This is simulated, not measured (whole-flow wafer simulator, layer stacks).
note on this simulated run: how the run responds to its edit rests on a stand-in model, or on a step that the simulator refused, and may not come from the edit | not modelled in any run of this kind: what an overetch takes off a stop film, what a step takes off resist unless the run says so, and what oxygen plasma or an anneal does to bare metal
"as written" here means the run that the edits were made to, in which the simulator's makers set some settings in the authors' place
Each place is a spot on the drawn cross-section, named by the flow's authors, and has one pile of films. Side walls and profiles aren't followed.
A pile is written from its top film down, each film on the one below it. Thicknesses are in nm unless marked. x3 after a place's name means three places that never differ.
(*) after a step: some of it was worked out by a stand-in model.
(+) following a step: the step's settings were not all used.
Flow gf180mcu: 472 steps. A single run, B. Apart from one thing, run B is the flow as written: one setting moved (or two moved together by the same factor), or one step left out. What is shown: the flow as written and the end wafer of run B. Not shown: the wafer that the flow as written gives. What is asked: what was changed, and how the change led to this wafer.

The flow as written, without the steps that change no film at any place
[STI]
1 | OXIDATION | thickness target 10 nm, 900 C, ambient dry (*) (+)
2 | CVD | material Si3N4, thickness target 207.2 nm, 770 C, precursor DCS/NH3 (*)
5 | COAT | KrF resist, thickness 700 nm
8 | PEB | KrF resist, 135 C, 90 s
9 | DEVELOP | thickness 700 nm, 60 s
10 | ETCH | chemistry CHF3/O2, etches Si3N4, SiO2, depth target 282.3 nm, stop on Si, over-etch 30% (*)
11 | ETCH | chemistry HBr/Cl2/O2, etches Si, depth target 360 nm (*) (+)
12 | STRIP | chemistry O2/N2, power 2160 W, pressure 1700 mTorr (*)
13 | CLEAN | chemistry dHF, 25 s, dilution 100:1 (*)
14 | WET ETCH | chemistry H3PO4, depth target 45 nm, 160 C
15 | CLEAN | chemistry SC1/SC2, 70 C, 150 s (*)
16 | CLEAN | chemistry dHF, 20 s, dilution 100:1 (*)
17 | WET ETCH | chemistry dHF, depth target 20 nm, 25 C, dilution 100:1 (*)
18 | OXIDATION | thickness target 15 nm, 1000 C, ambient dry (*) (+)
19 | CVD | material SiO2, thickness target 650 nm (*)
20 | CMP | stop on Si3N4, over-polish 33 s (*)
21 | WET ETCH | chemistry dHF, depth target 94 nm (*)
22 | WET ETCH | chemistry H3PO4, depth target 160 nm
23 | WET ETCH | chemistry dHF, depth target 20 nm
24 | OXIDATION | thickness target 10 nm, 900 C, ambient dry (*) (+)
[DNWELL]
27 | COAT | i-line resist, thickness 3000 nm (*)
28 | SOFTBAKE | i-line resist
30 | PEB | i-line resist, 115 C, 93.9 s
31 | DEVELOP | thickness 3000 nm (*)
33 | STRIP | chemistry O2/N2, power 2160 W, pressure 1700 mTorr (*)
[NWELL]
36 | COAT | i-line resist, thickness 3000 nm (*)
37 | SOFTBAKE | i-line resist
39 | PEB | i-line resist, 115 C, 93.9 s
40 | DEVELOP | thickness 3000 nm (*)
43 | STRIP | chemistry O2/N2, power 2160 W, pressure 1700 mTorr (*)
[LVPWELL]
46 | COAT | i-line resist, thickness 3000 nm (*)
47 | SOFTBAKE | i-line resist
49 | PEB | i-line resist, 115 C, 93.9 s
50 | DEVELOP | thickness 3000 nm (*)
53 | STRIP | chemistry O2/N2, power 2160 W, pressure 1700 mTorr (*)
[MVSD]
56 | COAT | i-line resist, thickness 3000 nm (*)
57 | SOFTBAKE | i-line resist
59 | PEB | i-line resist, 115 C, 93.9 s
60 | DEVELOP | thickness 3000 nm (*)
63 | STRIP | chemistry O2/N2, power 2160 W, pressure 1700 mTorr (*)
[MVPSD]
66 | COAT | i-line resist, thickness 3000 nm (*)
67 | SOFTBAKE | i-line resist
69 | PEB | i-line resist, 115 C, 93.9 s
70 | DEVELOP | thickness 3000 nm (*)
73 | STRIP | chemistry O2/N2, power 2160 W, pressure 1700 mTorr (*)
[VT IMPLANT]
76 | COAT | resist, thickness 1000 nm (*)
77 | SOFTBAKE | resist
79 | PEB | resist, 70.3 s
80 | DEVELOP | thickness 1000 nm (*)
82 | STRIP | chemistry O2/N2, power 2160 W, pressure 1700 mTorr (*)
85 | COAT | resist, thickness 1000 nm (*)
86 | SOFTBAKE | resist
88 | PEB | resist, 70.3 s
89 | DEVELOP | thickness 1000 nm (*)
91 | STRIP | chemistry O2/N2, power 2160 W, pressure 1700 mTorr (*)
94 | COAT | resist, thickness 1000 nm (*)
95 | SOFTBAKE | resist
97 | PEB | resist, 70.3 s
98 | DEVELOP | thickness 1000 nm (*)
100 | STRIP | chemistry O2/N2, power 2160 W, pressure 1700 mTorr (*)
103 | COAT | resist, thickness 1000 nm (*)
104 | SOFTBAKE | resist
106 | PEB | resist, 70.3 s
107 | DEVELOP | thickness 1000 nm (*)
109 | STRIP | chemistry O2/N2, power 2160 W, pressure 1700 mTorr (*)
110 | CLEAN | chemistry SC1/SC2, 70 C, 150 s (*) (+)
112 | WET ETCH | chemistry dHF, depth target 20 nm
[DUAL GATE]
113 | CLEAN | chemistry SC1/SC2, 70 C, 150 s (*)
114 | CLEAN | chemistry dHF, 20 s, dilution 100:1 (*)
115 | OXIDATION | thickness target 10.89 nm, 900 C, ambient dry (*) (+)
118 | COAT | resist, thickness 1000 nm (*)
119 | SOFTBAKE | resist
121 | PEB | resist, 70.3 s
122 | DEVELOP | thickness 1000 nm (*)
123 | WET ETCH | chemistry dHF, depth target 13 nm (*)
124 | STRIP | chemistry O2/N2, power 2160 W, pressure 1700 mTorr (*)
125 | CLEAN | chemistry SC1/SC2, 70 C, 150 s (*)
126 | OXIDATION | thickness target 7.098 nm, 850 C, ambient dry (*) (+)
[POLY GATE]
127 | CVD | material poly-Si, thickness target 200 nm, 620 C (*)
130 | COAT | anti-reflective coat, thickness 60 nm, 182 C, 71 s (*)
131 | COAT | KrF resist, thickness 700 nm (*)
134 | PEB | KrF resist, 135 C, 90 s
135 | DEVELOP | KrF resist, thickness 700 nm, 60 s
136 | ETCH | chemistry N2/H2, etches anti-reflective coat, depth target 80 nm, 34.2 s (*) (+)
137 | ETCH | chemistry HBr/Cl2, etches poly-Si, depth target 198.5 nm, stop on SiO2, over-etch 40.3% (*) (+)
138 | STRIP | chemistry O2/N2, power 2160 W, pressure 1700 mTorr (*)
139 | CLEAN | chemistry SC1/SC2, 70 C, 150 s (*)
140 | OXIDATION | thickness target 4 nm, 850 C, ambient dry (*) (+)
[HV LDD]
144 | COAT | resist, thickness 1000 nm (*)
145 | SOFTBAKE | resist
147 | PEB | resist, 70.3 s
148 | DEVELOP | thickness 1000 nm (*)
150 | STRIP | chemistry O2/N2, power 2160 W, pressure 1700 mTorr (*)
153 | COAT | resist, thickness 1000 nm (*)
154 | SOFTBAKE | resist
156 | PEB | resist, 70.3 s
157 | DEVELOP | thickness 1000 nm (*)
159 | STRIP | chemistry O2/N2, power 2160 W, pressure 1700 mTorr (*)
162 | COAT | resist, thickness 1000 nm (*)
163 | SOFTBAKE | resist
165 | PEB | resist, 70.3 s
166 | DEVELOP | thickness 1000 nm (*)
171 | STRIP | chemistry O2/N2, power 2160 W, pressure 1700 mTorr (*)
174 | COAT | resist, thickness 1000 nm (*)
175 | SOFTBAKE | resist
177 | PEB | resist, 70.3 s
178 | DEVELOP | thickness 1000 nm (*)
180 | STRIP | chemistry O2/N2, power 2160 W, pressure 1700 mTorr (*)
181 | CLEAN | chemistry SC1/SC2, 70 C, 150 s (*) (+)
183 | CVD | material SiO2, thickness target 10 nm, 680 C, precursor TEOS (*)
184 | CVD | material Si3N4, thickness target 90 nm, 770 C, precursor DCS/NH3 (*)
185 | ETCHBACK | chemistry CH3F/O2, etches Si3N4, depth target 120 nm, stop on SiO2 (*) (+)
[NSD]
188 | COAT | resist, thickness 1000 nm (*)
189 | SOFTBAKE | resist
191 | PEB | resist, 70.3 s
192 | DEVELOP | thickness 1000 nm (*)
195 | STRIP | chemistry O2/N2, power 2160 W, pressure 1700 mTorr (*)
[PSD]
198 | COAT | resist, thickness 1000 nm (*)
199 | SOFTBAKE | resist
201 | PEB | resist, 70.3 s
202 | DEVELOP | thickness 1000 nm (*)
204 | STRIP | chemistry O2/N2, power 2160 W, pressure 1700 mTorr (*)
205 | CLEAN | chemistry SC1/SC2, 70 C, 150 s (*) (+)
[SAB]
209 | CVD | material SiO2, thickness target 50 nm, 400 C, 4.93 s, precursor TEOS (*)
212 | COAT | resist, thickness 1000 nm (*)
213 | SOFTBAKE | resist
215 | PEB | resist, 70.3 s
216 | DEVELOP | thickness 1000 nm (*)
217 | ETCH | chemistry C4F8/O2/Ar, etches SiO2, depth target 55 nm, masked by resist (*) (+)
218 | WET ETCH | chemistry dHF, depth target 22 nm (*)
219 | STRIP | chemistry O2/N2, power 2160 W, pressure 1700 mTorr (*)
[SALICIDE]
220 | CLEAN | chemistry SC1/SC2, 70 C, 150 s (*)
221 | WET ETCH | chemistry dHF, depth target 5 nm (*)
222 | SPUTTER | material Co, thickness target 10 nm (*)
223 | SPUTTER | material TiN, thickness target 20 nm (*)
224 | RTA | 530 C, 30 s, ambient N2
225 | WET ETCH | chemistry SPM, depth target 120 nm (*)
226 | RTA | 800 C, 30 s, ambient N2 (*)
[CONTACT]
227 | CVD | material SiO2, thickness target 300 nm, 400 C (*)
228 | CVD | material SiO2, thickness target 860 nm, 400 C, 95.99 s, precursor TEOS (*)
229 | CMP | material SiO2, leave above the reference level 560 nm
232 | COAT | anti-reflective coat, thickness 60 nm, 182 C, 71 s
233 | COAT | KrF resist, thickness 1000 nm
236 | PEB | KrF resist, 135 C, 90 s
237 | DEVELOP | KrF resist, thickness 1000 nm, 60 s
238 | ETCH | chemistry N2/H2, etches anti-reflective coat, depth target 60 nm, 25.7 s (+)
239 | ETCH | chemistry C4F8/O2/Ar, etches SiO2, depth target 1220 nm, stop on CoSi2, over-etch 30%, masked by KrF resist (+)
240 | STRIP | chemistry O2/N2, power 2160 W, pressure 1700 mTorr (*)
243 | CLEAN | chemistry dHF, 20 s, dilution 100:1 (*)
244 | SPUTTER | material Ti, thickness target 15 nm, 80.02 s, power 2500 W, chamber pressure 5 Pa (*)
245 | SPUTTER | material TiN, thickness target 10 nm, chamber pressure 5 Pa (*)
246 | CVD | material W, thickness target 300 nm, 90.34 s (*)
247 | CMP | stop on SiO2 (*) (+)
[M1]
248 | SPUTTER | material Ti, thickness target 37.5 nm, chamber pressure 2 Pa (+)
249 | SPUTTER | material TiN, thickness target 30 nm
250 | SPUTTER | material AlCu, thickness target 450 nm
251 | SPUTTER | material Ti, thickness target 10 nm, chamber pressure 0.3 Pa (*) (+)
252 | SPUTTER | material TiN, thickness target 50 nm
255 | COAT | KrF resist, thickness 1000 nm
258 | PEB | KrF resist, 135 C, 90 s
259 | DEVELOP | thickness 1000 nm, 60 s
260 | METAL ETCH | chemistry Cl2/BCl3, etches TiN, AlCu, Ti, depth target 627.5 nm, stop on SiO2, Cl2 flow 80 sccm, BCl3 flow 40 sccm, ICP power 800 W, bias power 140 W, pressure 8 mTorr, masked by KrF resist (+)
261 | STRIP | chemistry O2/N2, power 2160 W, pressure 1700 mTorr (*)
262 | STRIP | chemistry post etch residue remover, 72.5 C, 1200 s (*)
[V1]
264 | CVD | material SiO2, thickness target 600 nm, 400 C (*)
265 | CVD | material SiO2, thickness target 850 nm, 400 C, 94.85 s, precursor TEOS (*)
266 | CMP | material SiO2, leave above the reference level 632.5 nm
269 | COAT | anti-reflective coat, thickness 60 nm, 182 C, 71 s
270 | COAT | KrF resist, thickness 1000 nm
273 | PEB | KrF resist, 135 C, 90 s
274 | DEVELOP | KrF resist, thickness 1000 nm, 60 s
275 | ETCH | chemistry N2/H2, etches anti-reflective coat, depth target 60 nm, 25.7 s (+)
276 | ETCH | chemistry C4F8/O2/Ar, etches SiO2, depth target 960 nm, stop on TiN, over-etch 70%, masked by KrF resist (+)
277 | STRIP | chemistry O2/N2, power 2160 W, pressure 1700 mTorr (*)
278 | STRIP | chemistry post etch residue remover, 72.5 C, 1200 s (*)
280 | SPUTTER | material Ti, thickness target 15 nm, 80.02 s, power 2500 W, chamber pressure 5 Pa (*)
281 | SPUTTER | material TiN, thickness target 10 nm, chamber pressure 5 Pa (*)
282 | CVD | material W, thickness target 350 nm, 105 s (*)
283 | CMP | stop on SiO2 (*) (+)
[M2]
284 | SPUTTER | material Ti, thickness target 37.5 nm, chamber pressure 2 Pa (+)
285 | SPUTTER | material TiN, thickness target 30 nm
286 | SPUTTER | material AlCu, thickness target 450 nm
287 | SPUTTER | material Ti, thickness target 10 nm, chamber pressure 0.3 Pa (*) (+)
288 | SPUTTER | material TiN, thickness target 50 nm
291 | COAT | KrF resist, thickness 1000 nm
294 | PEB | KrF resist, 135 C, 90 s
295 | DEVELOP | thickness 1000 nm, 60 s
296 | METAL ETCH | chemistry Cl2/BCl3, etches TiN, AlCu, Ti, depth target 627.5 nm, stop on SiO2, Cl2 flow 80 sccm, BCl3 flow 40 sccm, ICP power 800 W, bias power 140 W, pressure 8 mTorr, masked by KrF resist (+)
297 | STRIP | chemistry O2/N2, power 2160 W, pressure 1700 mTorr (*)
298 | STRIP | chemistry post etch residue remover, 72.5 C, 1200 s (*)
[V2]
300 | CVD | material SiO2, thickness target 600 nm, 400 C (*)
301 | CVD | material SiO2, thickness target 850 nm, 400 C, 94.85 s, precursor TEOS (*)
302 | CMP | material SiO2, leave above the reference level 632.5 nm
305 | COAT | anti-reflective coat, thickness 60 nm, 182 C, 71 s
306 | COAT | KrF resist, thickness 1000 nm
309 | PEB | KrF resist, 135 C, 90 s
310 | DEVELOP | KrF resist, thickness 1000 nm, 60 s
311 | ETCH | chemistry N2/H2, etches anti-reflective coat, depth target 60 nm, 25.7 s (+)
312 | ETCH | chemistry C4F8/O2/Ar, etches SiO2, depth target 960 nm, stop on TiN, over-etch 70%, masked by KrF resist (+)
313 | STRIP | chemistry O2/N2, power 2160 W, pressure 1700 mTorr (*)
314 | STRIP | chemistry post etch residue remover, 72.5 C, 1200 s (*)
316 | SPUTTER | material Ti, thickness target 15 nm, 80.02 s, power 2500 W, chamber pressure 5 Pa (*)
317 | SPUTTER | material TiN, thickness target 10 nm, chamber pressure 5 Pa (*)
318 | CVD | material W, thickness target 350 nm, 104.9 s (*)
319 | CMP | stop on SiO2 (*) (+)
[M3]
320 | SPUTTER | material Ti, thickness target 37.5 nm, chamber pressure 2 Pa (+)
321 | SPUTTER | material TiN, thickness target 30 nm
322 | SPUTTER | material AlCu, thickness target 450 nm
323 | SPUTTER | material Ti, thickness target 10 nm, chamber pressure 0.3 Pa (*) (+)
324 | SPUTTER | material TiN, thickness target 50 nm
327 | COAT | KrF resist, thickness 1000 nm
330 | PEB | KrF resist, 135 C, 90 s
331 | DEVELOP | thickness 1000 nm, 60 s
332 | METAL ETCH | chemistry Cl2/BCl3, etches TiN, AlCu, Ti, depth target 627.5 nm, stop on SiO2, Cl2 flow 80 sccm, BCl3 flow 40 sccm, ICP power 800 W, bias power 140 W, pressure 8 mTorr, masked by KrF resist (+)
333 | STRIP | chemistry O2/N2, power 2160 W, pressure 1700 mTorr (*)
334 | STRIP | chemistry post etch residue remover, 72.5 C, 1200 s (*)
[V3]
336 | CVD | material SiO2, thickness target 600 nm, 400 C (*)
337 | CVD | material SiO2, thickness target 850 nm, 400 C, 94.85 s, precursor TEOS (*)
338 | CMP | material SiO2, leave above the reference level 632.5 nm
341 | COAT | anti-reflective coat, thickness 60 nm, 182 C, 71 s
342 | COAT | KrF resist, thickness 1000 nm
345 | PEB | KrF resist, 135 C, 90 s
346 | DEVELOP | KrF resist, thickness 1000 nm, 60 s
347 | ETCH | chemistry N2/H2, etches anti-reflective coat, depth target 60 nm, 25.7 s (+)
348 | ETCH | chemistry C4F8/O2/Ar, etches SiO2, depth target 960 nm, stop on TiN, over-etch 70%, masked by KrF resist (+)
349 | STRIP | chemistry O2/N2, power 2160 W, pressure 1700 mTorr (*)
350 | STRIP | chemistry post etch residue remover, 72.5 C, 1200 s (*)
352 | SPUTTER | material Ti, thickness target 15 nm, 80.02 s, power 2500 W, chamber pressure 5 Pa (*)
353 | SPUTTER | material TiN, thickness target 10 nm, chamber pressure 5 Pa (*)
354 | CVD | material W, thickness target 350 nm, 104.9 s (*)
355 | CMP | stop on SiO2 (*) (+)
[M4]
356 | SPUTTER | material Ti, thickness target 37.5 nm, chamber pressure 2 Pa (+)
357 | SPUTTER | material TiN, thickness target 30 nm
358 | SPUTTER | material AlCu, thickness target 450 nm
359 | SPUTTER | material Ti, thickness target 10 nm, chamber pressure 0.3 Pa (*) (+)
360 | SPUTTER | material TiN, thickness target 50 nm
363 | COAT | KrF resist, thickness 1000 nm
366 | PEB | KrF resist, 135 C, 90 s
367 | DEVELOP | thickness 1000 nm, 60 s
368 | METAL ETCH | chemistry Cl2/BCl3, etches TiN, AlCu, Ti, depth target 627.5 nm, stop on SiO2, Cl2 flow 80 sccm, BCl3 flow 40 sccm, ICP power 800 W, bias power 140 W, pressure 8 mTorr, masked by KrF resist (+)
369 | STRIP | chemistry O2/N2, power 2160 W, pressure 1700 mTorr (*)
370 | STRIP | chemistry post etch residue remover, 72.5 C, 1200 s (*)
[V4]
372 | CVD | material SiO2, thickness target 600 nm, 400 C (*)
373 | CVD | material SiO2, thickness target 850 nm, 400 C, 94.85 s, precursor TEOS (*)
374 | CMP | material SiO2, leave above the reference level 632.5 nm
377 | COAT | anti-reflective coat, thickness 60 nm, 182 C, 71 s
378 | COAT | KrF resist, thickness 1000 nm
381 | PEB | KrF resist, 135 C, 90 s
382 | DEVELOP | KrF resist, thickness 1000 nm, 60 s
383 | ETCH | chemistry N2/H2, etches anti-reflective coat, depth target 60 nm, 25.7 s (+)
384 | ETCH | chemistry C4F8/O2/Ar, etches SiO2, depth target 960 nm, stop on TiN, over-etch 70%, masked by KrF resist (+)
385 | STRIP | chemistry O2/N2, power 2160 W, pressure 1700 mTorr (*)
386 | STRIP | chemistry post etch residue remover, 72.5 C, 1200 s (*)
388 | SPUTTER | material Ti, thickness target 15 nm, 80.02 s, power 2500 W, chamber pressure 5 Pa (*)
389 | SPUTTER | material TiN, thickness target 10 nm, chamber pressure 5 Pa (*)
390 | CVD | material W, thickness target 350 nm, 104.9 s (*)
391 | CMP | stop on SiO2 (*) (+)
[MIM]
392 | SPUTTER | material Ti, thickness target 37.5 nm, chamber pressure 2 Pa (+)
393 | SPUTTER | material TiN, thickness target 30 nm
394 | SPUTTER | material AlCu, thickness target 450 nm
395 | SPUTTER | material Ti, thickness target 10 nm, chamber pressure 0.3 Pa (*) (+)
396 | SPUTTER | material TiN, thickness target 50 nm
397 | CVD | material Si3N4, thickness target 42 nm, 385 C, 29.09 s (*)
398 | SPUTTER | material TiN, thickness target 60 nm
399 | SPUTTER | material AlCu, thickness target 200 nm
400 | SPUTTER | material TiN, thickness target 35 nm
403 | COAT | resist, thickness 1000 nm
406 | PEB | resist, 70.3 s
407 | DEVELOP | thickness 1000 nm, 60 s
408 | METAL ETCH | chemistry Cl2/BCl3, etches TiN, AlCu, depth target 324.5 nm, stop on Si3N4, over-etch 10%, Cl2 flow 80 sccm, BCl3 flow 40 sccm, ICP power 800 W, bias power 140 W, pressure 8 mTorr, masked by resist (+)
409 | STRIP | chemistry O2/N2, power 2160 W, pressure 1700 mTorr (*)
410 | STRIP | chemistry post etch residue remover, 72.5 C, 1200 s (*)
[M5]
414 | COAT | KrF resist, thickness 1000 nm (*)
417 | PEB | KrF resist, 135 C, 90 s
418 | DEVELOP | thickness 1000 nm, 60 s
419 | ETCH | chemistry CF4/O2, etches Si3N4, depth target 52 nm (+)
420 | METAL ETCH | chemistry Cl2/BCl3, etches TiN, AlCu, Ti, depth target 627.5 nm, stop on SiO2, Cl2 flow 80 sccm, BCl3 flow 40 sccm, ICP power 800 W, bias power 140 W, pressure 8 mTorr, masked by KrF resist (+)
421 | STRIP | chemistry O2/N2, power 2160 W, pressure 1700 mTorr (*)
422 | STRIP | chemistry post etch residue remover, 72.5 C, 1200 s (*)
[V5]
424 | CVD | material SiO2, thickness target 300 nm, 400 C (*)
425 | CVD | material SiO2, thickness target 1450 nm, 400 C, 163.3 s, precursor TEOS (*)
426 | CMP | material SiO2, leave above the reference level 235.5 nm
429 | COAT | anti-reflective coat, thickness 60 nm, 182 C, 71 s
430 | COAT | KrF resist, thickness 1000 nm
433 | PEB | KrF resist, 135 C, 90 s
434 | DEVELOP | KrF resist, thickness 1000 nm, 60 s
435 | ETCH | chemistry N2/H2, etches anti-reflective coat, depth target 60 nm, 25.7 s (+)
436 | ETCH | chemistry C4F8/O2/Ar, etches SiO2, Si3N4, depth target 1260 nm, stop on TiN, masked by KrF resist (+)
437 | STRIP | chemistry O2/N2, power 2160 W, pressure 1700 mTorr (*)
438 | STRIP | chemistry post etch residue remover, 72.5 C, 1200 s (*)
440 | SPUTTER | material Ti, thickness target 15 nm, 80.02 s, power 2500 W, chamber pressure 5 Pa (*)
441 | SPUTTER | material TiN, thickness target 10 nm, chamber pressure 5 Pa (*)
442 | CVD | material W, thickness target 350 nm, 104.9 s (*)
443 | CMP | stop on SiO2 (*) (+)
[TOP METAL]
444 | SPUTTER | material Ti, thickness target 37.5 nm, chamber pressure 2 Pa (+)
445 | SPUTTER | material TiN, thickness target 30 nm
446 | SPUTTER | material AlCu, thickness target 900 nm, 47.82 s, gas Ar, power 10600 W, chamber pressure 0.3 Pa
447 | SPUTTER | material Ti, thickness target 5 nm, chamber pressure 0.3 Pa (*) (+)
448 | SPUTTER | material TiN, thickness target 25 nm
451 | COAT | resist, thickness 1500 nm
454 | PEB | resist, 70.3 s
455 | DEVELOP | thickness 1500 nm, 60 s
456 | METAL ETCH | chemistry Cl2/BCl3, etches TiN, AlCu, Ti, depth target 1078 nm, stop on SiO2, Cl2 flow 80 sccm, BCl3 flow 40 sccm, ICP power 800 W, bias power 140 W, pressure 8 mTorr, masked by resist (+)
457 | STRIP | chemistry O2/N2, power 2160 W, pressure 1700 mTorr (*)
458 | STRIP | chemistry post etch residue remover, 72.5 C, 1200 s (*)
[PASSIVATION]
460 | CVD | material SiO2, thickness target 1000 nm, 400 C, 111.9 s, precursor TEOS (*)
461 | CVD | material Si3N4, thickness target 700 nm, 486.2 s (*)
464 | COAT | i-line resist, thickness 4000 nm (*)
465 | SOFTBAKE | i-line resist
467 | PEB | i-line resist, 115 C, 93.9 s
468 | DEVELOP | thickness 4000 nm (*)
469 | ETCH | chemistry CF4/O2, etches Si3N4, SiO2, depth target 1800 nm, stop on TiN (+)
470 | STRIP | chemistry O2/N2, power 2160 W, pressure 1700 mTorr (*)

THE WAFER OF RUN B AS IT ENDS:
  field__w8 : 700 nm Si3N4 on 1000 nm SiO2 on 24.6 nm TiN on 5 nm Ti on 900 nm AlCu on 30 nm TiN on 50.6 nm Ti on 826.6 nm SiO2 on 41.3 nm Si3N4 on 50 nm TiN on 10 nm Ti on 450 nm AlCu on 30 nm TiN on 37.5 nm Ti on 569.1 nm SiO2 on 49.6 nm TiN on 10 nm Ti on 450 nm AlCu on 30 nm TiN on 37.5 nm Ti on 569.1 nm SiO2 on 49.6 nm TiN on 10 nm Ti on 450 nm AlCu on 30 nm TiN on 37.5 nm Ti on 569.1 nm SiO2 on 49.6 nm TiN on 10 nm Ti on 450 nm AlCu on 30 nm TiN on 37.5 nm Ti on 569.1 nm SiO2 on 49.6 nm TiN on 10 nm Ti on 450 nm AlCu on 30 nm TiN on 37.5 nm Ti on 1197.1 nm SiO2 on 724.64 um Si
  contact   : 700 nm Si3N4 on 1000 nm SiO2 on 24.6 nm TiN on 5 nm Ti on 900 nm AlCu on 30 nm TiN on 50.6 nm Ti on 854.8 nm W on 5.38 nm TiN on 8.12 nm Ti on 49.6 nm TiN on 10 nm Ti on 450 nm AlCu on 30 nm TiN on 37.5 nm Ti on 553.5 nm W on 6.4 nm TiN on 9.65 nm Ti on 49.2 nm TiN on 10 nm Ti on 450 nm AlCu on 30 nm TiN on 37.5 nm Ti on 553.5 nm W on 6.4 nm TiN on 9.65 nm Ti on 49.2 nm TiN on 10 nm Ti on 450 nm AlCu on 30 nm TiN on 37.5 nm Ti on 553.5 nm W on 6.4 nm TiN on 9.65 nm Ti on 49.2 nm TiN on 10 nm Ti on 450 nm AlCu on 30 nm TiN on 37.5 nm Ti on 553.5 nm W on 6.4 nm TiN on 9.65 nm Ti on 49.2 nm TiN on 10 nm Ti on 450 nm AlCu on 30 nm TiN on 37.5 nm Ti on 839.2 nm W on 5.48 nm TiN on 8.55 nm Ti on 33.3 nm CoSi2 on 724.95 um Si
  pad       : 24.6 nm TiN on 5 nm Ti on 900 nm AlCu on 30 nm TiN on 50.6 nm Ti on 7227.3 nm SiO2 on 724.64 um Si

What caused this: step 444, SPUTTER: thickness target 50.6 nm was run, while the flow as written has thickness target 37.5 nm.
The wafer itself shows it: field__w8 has Ti 50.6, and step 444 as written asks for 37.5 nm.

How this came from the change, step by step:
  444 | SPUTTER | material Ti, thickness target 37.5 nm, chamber pressure 2 Pa (+)
      field, field__w1, field__w2 and 109 more: +50.6 Ti (new film) (it would be, as written: +37.5 Ti (new film))
  456 | METAL ETCH | chemistry Cl2/BCl3, etches TiN, AlCu, Ti, depth target 1078 nm, stop on SiO2, Cl2 flow 80 sccm, BCl3 flow 40 sccm, ICP power 800 W, bias power 140 W, pressure 8 mTorr, masked by resist (+)
      field, field__w1, field__w2 and 103 more: -25 TiN (all of it), -5 Ti (all of it), -900 AlCu (all of it), -30 TiN (all of it), -50.6 Ti (all of it) (it would be, as written: -25 TiN (all of it), -5 Ti (all of it), -900 AlCu (all of it), -30 TiN (all of it), -37.5 Ti (all of it))
  465 | SOFTBAKE | i-line resist
      gate: -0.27 i-line resist (it would be, as written: +1.79 i-line resist)
      ld_acc_p, ld_fp_p, ld_drift_p: +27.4 i-line resist (it would be, as written: +33.8 i-line resist)
      (and at 56 other places as well)
